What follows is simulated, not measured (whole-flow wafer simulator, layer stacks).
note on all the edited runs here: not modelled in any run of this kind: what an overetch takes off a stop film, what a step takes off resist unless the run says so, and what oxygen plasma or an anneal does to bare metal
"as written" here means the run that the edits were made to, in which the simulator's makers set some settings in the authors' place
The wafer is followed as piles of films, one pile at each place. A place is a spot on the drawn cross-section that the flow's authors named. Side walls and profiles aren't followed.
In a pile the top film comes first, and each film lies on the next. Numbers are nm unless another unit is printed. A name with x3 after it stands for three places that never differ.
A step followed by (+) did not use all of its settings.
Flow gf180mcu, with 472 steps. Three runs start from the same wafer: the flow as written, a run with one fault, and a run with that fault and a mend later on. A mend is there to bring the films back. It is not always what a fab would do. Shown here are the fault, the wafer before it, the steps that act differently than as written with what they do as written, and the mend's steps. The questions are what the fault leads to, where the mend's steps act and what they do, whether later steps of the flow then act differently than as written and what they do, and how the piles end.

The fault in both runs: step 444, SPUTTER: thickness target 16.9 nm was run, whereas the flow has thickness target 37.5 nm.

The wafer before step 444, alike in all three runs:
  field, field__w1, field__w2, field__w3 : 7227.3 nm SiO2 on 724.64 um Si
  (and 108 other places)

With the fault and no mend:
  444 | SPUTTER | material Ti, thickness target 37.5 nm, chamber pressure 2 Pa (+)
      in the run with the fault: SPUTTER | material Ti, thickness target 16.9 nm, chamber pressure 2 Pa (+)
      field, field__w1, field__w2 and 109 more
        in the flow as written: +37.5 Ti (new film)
        in the run with the fault: +16.9 Ti (new film)
  Steps further on in the flow that do not act as written (4 more steps, not shown, differ only slightly: by at most 2% or 0.5 nm, whichever is larger):
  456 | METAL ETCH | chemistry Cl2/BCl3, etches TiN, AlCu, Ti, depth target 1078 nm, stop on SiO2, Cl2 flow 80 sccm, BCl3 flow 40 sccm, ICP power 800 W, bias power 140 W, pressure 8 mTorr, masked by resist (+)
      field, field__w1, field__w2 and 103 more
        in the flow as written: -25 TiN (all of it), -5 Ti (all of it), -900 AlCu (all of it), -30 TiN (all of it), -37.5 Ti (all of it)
        in the run with the fault: -25 TiN (all of it), -5 Ti (all of it), -900 AlCu (all of it), -30 TiN (all of it), -16.9 Ti (all of it)
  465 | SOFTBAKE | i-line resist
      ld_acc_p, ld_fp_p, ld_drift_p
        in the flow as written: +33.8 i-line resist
        in the run with the fault: +32.8 i-line resist
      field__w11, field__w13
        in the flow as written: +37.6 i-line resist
        in the run with the fault: +36.5 i-line resist
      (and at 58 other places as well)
  By the end, the piles at field__w8, contact, m1, m1__w1, pad, m1_nw depart from the flow's by more than 2% or 0.5 nm, whichever is larger.
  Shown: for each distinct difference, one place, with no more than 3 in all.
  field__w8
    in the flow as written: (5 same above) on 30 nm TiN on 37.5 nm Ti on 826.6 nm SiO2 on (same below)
    in the run with the fault: (5 same above) on 30 nm TiN on 16.9 nm Ti on 826.6 nm SiO2 on (same below)
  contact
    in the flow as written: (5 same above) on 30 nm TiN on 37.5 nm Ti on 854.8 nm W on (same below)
    in the run with the fault: (5 same above) on 30 nm TiN on 16.9 nm Ti on 854.8 nm W on (same below)
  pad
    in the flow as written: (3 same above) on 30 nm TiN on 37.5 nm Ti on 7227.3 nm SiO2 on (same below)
    in the run with the fault: (3 same above) on 30 nm TiN on 16.9 nm Ti on 7227.3 nm SiO2 on (same below)

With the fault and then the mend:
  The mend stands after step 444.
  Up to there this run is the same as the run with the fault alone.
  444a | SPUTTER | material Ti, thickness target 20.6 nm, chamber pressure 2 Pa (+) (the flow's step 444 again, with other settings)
      field, field__w1, field__w2 and 109 more
        +20.6 Ti
  Later steps of the flow that are run all act as written at every place that is followed.
  The piles end the same as the flow's at every place that both follow.
